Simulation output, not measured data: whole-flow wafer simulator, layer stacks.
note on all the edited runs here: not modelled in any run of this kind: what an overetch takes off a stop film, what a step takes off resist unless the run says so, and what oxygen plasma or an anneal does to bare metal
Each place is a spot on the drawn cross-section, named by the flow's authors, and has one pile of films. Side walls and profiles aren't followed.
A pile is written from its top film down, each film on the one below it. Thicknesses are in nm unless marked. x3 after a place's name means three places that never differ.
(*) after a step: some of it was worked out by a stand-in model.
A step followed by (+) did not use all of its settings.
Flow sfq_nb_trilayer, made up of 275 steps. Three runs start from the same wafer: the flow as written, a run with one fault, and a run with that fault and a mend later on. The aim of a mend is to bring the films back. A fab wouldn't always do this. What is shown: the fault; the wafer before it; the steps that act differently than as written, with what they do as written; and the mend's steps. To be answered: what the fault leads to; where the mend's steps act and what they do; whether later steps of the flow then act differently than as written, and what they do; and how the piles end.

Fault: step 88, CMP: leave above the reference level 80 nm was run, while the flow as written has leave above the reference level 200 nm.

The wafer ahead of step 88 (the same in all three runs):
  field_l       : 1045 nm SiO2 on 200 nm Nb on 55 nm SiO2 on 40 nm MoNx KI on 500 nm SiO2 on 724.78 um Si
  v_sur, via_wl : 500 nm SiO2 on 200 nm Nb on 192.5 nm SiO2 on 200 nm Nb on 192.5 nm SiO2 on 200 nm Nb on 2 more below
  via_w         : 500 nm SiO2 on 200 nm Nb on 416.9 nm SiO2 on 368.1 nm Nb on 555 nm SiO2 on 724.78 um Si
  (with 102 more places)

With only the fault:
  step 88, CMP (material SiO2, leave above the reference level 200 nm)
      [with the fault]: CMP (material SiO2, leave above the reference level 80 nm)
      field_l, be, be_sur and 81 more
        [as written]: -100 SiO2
        [with the fault]: -220 SiO2
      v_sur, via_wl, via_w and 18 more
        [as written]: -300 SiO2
        [with the fault]: -420 SiO2
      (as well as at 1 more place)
  Steps further on in the flow that do not act as written (not shown: 3 more steps that differ only slightly, by at most 2% or 0.5 nm, whichever is larger):
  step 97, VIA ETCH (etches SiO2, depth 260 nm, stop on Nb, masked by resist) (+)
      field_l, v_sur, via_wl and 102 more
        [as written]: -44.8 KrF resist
        [with the fault]: -20.6 KrF resist
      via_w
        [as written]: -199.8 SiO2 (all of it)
        [with the fault]: -79.8 SiO2 (all of it)
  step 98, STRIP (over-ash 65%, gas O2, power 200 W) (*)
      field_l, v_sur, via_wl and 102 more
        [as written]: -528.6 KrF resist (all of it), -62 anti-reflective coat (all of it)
        [with the fault]: -552.8 KrF resist (all of it), -62 anti-reflective coat (all of it)
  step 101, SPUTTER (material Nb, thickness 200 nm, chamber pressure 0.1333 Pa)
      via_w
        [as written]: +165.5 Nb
        [with the fault]: +192 Nb
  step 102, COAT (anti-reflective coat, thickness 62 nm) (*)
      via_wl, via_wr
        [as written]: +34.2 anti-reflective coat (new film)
        [with the fault]: +40.4 anti-reflective coat (new film)
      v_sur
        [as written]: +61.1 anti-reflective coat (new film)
        [with the fault]: +58.2 anti-reflective coat (new film)
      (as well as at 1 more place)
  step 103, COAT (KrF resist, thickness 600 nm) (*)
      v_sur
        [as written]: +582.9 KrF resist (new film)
        [with the fault]: +595.9 KrF resist (new film)
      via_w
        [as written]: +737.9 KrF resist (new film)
        [with the fault]: +640.1 KrF resist (new film)
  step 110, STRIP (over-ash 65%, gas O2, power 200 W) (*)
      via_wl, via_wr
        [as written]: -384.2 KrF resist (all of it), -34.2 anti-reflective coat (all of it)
        [with the fault]: -393.1 KrF resist (all of it), -40.4 anti-reflective coat (all of it)
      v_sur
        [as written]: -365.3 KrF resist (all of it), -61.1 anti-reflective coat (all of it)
        [with the fault]: -378.3 KrF resist (all of it), -58.2 anti-reflective coat (all of it)
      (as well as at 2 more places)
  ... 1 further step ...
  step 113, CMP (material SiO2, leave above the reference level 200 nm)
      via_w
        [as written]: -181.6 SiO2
        [with the fault]: -213.1 SiO2
  By the end, the piles at field_l, v_sur, via_wl and 103 more depart from the flow's by more than 2% or 0.5 nm, whichever is larger.
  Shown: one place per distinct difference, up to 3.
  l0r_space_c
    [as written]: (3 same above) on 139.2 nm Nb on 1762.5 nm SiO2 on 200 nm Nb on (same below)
    [with the fault]: (3 same above) on 139.2 nm Nb on 1642.5 nm SiO2 on 200 nm Nb on (same below)
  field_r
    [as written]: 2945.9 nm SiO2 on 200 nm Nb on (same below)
    [with the fault]: 2825.9 nm SiO2 on 200 nm Nb on (same below)
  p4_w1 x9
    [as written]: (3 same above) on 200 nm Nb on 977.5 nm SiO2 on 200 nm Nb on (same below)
    [with the fault]: (3 same above) on 200 nm Nb on 857.5 nm SiO2 on 200 nm Nb on (same below)

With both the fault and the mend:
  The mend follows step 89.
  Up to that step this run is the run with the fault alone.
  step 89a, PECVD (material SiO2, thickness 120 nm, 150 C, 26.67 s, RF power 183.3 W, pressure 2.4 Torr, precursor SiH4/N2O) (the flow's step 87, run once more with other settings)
      field_l, v_sur, via_wl and 103 more
        +120 SiO2
  Every later step of the flow that is run acts as written at every place that is followed.
  At every place that both follow, the piles at the end match the flow's.
